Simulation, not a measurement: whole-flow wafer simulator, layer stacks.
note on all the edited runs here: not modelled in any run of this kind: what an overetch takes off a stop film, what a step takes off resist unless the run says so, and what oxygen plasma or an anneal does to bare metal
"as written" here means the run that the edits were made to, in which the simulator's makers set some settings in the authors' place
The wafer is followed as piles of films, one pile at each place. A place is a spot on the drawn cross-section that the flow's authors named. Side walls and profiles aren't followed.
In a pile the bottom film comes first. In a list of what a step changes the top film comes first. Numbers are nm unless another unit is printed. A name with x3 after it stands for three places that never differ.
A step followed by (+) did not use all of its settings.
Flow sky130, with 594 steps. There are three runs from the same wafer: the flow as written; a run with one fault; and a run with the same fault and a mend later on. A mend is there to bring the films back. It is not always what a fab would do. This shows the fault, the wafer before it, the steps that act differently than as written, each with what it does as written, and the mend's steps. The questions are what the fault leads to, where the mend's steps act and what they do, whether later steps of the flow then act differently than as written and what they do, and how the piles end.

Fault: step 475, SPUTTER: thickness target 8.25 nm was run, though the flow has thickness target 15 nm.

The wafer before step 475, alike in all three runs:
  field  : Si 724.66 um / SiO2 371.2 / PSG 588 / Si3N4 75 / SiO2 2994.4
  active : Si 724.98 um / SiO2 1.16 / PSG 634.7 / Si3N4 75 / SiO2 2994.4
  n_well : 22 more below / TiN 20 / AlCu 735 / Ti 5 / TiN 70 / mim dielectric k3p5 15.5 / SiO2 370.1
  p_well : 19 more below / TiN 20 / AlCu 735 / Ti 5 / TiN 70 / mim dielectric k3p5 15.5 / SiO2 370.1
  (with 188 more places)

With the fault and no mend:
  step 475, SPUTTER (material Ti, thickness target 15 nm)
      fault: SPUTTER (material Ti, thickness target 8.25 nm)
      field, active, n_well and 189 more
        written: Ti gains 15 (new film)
        fault: Ti gains 8.25 (new film)
  Steps further on in the flow that do not act as written (8 other steps are not shown; they differ only slightly, by no more than 2% or 0.5 nm, whichever is larger):
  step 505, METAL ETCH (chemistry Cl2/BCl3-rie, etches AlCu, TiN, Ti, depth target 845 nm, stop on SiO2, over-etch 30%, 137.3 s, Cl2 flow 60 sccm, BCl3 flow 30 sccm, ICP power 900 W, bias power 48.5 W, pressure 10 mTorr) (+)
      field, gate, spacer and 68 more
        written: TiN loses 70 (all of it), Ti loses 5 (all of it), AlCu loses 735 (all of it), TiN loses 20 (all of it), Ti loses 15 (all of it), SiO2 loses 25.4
        fault: TiN loses 70 (all of it), Ti loses 5 (all of it), AlCu loses 735 (all of it), TiN loses 20 (all of it), Ti loses 8.25 (all of it), SiO2 loses 26
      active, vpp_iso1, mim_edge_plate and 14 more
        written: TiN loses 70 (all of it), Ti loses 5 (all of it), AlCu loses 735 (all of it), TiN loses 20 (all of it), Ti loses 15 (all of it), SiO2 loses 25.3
        fault: TiN loses 70 (all of it), Ti loses 5 (all of it), AlCu loses 735 (all of it), TiN loses 20 (all of it), Ti loses 8.25 (all of it), SiO2 loses 26
  By the end, the piles at n_well, p_well, gate_hv and 102 more depart from the flow's by more than 2% or 0.5 nm, whichever is larger.
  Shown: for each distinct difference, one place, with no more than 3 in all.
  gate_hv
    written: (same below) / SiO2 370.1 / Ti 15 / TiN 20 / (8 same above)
    fault: (same below) / SiO2 370.1 / Ti 8.25 / TiN 20 / (8 same above)
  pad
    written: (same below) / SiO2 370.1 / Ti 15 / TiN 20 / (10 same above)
    fault: (same below) / SiO2 370.1 / Ti 8.25 / TiN 20 / (10 same above)
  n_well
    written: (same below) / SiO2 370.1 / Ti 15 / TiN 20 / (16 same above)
    fault: (same below) / SiO2 370.1 / Ti 8.25 / TiN 20 / (16 same above)

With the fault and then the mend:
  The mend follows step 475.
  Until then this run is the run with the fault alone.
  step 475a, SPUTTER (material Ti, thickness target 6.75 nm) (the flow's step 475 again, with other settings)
      field, active, n_well and 189 more
        Ti gains 6.75
  None of the later steps of the flow acts differently than as written at any place that is followed.
  The piles end the same as the flow's at every place that both follow.
